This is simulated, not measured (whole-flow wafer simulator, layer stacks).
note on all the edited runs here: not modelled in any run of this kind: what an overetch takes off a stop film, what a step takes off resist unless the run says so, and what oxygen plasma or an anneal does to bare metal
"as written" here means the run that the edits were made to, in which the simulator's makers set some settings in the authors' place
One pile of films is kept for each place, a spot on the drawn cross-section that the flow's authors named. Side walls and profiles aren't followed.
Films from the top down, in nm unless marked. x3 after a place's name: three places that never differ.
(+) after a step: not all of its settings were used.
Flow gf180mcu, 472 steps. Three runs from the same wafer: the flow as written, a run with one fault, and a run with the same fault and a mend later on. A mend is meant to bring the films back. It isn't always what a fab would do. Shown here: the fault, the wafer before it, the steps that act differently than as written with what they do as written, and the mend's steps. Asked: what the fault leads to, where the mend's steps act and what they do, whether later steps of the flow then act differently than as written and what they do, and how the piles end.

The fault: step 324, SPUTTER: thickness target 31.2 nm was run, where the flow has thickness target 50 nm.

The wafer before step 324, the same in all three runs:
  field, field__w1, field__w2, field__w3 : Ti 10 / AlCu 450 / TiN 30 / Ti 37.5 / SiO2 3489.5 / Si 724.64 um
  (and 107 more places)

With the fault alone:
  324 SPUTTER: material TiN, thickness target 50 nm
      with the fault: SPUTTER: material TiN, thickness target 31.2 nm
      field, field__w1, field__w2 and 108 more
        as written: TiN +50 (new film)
        with the fault: TiN +31.2 (new film)
  Later steps of the flow that act differently than as written (3 more steps differ only slightly, by at most 2% or 0.5 nm, whichever is larger, and aren't shown):
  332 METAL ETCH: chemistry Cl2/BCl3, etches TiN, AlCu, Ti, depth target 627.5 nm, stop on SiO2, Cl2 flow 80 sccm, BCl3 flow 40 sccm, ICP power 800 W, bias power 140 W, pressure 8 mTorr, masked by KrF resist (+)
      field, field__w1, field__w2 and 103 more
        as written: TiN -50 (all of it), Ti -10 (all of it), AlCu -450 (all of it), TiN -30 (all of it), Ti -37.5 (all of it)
        with the fault: TiN -31.2 (all of it), Ti -10 (all of it), AlCu -450 (all of it), TiN -30 (all of it), Ti -37.5 (all of it)
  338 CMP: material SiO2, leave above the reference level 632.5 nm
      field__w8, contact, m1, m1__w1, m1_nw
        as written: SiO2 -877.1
        with the fault: SiO2 -858.3
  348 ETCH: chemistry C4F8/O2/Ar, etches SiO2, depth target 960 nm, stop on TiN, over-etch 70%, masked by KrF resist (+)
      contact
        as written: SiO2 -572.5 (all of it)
        with the fault: SiO2 -591.3 (all of it)
  At the end the piles differ from the flow's by more than 2% or 0.5 nm, whichever is larger, at field__w8, contact, m1, m1__w1, m1_nw.
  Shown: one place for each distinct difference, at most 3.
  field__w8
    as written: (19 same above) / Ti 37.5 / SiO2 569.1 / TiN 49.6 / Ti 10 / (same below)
    with the fault: (19 same above) / Ti 37.5 / SiO2 587.9 / TiN 30.8 / Ti 10 / (same below)
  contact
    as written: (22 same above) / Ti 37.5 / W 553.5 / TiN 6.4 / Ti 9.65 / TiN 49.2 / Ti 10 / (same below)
    with the fault: (22 same above) / Ti 37.5 / W 572.5 / TiN 6.33 / Ti 9.55 / TiN 30.4 / Ti 10 / (same below)

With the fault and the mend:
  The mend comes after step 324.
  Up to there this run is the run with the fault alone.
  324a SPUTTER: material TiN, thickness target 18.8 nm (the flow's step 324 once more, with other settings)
      field, field__w1, field__w2 and 108 more
        TiN +18.8
  No later step of the flow acts differently than as written at any place that is followed.
  At the end the piles are the same as the flow's at every place that both follow.
